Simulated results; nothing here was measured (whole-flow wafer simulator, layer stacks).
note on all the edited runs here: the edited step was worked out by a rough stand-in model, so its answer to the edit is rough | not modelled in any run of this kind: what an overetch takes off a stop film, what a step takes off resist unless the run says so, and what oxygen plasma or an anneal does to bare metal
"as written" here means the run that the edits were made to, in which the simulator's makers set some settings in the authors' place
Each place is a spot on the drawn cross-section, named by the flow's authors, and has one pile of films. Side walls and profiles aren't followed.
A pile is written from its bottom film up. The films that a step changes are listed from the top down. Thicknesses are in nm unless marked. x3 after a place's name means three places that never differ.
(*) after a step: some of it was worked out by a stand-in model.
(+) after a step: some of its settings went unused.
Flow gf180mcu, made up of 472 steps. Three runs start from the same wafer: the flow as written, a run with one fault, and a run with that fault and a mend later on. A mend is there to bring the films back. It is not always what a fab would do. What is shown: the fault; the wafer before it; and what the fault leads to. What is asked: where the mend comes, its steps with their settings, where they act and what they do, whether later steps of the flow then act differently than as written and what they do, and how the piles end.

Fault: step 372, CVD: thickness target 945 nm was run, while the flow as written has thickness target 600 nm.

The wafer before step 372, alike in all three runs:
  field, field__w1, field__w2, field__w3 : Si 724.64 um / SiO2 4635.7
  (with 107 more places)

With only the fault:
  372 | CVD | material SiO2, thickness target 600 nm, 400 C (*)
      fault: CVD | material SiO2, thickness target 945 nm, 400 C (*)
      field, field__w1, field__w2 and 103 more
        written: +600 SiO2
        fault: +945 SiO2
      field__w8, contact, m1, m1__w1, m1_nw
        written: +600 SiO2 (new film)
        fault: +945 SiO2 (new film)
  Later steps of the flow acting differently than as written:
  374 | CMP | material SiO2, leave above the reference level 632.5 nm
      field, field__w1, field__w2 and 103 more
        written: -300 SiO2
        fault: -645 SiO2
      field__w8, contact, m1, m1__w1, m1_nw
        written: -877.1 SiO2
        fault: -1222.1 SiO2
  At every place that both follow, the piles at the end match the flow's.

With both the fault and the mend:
  After step 383 comes the mend.
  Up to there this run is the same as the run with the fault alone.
  384 | ETCH | chemistry C4F8/O2/Ar, etches SiO2, depth target 1305 nm, stop on TiN, over-etch 70%, masked by KrF resist (+) (the flow's step 384; as written it has depth target 960 nm)
      field, field__w1, field__w2 and 107 more
        -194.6 KrF resist
      contact
        -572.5 SiO2 (all of it)
  None of the later steps of the flow differs from how it acts as written, at any place that is followed, by more than 2% or 0.5 nm, whichever is larger.
  At every place that both follow, the piles at the end match the flow's.
